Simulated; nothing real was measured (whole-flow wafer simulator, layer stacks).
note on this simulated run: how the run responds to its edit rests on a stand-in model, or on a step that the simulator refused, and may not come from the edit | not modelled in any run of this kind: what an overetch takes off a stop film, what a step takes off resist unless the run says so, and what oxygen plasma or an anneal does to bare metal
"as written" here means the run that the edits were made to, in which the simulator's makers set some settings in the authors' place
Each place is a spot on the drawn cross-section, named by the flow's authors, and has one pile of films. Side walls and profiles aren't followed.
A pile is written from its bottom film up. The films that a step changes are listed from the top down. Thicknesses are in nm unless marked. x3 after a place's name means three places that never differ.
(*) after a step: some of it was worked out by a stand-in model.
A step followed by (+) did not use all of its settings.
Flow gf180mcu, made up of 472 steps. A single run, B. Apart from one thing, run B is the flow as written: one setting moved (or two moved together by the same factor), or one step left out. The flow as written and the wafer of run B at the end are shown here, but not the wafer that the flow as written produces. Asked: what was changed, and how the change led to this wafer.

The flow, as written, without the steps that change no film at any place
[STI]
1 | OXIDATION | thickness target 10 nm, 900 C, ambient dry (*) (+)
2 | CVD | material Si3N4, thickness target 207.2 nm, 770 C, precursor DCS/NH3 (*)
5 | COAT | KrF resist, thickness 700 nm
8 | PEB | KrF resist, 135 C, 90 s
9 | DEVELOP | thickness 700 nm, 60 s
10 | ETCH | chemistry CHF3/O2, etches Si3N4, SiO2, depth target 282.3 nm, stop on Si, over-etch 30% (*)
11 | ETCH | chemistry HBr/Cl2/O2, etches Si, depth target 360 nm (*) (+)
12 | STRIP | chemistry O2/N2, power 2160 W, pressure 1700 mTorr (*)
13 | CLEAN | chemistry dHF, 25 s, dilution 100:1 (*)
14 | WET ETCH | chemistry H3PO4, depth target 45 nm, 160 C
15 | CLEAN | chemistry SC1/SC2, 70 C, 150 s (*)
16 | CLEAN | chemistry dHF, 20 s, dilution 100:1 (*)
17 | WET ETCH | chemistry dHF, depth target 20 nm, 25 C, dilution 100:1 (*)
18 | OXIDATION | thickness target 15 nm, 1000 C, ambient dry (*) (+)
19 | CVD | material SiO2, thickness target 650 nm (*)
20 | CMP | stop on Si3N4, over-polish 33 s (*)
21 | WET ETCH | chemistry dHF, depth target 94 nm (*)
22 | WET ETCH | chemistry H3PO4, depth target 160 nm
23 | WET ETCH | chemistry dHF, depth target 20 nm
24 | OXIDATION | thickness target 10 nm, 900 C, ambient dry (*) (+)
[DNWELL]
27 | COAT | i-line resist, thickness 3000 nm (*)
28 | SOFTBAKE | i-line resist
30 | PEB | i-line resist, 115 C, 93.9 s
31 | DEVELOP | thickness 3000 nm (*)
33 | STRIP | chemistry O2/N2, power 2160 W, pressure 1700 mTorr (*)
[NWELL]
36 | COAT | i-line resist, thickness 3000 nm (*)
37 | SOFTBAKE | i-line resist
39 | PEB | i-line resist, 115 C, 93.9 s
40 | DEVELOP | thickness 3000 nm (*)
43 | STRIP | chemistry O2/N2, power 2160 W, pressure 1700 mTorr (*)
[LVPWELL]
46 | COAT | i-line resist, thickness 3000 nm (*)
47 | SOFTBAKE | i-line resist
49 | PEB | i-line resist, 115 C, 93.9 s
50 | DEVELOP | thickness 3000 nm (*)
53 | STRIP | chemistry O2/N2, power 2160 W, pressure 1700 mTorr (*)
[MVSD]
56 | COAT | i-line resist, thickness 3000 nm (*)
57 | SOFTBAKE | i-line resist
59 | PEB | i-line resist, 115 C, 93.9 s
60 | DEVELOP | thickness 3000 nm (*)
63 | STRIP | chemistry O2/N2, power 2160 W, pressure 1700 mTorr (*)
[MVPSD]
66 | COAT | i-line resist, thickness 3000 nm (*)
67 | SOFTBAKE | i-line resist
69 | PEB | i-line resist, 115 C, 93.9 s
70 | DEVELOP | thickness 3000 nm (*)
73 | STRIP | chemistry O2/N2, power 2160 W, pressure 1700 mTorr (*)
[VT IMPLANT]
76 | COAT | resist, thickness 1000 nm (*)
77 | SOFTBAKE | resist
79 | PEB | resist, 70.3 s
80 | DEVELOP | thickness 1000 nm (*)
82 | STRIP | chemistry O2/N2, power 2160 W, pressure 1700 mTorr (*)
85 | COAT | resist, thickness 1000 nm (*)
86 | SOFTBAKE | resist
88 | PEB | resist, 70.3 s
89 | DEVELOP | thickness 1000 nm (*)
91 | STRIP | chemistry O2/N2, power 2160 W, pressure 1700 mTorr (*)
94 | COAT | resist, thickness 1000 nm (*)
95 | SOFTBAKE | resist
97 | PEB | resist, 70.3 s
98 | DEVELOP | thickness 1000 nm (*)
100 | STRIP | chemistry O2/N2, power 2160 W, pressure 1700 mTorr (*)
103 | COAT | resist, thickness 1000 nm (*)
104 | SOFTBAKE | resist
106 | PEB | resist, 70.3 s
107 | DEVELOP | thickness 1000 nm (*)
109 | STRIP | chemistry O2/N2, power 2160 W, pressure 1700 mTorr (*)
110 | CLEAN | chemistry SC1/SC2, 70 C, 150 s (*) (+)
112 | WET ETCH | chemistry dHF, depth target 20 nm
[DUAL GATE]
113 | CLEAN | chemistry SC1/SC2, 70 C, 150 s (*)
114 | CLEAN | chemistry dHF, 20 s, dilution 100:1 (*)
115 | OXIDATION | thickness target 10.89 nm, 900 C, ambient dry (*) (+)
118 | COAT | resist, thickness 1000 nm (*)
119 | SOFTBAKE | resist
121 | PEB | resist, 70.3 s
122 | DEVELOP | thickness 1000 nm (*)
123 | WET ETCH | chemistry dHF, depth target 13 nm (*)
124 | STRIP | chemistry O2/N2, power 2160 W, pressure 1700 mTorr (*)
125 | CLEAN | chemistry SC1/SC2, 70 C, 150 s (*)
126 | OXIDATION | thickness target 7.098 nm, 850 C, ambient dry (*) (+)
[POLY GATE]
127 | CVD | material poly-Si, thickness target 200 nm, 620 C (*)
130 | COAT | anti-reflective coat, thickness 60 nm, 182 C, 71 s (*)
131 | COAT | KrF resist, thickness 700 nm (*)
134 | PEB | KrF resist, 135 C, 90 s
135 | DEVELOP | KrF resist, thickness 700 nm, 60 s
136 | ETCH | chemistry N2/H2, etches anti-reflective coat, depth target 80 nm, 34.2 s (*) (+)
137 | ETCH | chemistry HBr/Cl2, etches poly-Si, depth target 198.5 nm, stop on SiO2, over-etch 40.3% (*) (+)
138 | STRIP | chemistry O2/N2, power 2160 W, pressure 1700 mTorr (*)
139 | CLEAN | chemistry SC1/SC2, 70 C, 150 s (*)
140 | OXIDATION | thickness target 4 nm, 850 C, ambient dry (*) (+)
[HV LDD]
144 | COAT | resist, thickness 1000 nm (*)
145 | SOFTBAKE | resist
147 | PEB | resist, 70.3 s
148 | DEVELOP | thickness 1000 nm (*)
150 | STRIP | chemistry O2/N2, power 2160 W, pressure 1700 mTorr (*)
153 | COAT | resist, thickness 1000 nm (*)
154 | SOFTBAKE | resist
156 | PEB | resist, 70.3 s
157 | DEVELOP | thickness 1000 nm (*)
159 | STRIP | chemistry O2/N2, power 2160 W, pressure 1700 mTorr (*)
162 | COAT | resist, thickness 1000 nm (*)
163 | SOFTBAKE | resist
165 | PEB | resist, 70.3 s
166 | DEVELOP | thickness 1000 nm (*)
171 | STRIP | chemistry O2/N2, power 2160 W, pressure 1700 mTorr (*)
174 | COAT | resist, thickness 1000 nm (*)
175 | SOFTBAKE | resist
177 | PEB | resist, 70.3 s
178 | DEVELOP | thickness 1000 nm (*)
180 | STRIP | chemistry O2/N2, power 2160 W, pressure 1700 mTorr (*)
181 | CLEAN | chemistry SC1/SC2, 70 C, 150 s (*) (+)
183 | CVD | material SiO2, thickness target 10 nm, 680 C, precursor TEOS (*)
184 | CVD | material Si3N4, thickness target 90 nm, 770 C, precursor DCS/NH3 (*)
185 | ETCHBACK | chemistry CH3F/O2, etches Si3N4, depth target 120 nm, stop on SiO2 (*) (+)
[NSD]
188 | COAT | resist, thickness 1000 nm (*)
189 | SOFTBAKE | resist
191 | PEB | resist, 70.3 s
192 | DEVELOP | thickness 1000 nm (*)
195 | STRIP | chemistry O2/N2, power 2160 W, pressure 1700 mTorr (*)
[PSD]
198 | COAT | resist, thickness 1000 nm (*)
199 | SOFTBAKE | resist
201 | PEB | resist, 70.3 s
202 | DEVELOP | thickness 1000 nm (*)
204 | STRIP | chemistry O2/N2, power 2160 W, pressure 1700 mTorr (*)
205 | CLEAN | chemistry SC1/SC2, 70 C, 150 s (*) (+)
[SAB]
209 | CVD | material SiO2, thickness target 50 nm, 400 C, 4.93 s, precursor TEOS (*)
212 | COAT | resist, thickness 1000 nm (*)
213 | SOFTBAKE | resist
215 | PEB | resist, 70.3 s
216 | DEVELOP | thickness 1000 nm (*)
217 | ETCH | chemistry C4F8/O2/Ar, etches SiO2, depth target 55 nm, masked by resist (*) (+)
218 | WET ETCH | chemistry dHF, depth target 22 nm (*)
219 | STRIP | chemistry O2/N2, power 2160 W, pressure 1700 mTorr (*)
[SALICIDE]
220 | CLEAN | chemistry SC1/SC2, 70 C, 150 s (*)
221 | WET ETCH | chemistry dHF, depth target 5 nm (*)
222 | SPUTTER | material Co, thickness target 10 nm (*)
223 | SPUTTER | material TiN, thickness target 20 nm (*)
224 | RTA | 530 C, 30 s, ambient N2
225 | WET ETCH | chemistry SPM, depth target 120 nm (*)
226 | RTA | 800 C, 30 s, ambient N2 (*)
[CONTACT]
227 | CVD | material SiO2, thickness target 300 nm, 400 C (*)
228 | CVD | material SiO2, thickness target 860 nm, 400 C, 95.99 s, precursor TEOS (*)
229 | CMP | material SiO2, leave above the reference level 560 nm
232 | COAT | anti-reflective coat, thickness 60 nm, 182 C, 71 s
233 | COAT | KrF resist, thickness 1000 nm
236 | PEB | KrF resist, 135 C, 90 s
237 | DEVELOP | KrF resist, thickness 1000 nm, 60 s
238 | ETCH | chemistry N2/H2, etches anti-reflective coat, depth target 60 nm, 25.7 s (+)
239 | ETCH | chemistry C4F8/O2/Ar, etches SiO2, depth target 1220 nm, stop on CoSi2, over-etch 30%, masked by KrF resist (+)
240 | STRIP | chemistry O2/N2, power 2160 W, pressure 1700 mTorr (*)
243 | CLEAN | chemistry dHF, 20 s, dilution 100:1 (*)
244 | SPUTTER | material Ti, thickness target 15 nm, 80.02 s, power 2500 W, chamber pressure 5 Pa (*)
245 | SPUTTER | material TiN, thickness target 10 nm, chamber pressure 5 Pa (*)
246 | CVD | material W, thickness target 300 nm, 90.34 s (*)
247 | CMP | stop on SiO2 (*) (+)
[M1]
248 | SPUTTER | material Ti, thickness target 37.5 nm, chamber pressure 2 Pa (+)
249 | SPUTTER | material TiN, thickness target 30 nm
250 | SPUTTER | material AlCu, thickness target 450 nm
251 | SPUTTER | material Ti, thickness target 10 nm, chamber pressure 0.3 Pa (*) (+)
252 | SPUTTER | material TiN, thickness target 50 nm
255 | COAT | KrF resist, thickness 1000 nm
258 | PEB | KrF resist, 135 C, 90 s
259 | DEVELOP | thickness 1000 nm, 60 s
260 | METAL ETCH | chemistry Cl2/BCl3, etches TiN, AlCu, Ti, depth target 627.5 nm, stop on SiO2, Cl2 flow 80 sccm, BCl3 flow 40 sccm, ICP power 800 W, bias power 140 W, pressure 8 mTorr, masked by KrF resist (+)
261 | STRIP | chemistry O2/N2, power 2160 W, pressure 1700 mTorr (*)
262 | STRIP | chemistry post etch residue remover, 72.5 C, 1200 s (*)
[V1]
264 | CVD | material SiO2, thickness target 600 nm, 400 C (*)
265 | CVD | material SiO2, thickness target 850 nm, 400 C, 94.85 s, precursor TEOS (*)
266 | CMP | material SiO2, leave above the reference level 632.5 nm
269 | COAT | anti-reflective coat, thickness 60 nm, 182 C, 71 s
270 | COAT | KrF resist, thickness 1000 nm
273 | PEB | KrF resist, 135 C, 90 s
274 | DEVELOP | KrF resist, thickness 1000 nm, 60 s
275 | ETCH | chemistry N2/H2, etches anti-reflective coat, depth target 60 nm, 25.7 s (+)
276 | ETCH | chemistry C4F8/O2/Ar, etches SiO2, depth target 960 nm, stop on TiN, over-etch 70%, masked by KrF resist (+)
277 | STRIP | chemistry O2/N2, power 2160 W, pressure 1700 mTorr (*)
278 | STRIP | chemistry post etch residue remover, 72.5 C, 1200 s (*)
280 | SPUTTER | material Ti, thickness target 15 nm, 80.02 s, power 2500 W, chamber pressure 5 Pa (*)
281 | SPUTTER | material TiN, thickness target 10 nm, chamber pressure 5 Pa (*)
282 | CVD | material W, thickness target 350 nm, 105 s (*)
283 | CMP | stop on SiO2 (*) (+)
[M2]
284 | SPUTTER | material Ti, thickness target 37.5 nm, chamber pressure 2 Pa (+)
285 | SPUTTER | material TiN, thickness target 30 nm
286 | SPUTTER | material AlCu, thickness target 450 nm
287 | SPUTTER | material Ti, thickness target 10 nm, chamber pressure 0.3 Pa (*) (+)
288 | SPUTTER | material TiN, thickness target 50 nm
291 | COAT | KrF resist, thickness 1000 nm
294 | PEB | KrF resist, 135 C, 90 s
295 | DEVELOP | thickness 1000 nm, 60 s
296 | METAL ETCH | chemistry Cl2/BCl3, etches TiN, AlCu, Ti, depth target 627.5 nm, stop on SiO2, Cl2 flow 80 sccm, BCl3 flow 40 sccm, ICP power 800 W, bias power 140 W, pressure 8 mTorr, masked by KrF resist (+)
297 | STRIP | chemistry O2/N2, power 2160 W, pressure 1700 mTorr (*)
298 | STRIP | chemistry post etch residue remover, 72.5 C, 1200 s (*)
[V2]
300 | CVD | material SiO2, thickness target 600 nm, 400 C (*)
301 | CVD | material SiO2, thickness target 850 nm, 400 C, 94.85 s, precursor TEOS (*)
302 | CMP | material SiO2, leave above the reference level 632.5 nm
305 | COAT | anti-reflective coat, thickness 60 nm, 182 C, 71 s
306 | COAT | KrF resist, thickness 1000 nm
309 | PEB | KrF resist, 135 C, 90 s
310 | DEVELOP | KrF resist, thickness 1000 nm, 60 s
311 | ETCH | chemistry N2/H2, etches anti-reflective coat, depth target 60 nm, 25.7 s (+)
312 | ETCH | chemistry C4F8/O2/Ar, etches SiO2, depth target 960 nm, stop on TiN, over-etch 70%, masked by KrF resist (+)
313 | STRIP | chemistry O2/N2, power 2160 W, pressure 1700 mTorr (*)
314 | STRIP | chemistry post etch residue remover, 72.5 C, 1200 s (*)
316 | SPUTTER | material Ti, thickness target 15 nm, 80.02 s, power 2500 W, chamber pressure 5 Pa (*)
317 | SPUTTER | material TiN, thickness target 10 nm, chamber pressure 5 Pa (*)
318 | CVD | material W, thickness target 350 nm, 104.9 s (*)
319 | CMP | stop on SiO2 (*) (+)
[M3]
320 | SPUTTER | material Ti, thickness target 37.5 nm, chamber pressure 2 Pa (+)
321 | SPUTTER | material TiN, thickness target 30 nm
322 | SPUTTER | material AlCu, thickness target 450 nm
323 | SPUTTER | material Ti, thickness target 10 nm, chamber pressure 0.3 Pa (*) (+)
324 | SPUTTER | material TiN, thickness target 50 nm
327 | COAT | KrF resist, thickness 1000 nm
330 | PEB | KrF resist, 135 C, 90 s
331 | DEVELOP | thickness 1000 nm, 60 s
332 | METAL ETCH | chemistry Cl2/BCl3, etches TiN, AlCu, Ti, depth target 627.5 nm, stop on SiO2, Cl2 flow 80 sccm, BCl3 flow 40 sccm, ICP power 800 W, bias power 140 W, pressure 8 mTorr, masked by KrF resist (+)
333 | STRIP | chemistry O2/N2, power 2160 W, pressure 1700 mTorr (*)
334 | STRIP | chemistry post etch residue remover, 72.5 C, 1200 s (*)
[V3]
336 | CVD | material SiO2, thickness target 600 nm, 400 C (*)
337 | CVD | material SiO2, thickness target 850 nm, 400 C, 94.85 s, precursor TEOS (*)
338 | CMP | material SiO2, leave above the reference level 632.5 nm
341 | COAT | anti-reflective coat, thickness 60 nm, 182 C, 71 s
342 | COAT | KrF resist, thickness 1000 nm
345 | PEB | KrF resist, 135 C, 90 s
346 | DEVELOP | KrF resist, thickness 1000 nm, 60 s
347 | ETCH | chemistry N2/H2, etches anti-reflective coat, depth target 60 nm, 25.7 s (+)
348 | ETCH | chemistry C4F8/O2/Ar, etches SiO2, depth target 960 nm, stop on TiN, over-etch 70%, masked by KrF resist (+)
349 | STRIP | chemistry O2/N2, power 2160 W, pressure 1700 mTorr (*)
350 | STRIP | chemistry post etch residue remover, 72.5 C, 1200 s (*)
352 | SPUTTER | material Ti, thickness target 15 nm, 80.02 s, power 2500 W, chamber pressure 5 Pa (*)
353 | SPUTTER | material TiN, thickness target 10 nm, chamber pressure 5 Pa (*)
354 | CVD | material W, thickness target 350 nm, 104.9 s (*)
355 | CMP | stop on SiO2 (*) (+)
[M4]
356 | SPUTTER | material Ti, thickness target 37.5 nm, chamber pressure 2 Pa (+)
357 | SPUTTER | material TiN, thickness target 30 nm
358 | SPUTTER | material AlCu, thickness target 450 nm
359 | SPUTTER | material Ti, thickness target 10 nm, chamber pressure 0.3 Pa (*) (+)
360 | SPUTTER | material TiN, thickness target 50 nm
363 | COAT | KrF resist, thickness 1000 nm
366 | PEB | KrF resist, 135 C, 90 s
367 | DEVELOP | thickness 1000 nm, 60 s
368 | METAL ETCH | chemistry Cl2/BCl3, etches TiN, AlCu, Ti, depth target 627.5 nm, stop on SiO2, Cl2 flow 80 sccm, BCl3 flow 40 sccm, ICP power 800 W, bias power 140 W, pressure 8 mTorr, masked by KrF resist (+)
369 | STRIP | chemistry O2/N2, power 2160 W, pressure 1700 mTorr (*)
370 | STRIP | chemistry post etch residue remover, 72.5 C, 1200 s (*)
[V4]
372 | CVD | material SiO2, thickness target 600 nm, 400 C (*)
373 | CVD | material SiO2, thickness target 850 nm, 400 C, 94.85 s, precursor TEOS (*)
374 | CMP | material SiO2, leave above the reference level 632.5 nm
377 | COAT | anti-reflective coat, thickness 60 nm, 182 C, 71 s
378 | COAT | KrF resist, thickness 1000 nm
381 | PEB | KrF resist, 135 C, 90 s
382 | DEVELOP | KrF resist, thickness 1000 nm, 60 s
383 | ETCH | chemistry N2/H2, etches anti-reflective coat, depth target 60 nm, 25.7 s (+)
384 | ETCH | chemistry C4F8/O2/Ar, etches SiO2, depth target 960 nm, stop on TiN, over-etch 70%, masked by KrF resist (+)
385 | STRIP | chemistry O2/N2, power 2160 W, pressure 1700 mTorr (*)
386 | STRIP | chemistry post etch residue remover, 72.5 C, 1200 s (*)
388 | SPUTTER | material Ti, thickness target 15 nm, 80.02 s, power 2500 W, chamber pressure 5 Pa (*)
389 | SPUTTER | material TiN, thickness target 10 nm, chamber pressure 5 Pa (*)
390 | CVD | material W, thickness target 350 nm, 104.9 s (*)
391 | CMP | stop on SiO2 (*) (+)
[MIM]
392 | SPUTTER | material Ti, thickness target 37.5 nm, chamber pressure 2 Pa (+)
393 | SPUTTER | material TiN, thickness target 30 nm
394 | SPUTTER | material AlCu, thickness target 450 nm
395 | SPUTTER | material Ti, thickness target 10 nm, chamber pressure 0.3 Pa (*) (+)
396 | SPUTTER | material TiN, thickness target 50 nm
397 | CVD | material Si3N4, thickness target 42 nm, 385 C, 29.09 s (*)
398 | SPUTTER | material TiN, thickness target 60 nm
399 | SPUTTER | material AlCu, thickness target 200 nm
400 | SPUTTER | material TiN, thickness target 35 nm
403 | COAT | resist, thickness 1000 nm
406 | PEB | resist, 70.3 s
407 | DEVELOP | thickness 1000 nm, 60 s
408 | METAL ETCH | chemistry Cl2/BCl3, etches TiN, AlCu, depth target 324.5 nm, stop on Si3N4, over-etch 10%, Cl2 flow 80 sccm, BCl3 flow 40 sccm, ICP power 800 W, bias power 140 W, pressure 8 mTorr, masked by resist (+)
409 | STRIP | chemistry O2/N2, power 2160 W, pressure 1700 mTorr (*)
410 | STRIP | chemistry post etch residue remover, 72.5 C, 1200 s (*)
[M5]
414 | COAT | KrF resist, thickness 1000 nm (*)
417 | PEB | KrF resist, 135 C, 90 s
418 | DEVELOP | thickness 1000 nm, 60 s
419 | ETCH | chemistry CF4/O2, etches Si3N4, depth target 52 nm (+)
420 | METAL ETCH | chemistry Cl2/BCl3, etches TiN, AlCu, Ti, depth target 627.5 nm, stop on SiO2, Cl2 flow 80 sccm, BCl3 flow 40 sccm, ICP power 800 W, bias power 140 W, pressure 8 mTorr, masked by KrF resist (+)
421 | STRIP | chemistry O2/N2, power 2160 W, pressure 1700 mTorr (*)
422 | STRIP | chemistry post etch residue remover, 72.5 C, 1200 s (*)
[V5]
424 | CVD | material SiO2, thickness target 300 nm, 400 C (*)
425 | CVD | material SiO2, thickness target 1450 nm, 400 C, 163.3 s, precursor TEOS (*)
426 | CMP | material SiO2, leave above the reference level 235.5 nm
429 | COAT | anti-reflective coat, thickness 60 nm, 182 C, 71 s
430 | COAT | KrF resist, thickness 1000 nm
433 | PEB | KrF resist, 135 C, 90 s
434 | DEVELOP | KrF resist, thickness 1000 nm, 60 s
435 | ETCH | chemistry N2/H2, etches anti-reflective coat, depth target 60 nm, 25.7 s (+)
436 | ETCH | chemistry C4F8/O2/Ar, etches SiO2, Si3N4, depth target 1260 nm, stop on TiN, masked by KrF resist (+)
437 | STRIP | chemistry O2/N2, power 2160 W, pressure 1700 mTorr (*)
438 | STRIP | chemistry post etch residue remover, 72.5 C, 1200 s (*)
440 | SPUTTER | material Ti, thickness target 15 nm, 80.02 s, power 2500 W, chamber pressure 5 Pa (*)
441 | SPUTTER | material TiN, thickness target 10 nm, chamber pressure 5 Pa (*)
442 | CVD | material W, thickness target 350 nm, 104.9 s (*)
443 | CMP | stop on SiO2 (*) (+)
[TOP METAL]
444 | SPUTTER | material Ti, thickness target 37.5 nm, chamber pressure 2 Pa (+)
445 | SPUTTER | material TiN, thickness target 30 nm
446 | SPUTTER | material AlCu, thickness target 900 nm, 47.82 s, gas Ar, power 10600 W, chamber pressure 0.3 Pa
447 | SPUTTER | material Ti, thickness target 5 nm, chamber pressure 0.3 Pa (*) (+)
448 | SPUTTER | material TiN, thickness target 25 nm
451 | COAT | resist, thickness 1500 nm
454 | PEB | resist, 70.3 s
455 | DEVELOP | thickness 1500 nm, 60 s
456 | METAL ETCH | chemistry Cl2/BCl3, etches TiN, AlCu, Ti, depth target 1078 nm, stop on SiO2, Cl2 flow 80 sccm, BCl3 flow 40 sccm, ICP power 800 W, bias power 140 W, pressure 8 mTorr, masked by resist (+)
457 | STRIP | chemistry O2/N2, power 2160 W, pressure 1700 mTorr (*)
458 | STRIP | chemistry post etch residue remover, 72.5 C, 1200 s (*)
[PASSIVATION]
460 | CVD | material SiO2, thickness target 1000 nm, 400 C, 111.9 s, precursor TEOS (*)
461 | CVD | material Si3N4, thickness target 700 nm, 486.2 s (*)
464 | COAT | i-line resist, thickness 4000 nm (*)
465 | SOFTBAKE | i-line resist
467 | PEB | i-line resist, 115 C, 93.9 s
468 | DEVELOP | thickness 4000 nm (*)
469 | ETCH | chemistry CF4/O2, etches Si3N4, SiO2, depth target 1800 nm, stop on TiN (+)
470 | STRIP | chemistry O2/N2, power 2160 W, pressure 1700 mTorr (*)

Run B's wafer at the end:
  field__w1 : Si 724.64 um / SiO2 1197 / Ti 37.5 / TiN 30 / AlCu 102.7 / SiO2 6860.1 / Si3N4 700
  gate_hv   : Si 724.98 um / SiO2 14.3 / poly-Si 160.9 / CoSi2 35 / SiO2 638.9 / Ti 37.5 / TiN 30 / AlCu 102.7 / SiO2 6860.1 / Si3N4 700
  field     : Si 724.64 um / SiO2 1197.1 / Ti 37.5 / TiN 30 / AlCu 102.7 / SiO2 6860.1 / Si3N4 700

The reason: step 260, METAL ETCH: depth target 401.6 nm was run, though the flow has depth target 627.5 nm.

The path from the change to this, step by step:
  260 | METAL ETCH | chemistry Cl2/BCl3, etches TiN, AlCu, Ti, depth target 627.5 nm, stop on SiO2, Cl2 flow 80 sccm, BCl3 flow 40 sccm, ICP power 800 W, bias power 140 W, pressure 8 mTorr, masked by KrF resist (+)
      field, field__w1, field__w2 and 99 more: TiN loses 50 (all of it), Ti loses 10 (all of it), AlCu loses 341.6 (it would be, as written: TiN loses 50 (all of it), Ti loses 10 (all of it), AlCu loses 450 (all of it), TiN loses 30 (all of it), Ti loses 37.5 (all of it))
      field__w8, contact, m1 and 6 more: KrF resist loses 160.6 (it would be, as written: KrF resist loses 251)
  261 | STRIP | chemistry O2/N2, power 2160 W, pressure 1700 mTorr (*)
      field__w8, contact, m1 and 6 more: KrF resist loses 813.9 (all of it) (it would be, as written: KrF resist loses 723.5 (all of it))
  262 | STRIP | chemistry post etch residue remover, 72.5 C, 1200 s (*)
      field, field__w1, field__w2 and 99 more: AlCu loses 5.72 (it would be, as written: nothing)
  264 | CVD | material SiO2, thickness target 600 nm, 400 C (*)
      field, field__w1, field__w2 and 99 more: SiO2 gains 600 (new film) (it would be, as written: SiO2 gains 600)
  266 | CMP | material SiO2, leave above the reference level 632.5 nm
      field, field__w1, field__w2 and 99 more: SiO2 loses 470.2 (it would be, as written: SiO2 loses 300)
If metal films that touch count as one body, field__w1 has 1 body; the flow as written gives 0 bodies.
If metal films that touch count as one body, gate_hv has 2 bodies (between them, from the top down: SiO2 638.9); the flow as written gives 1 body.
If metal films that touch count as one body, field has 1 body; the flow as written gives 0 bodies.
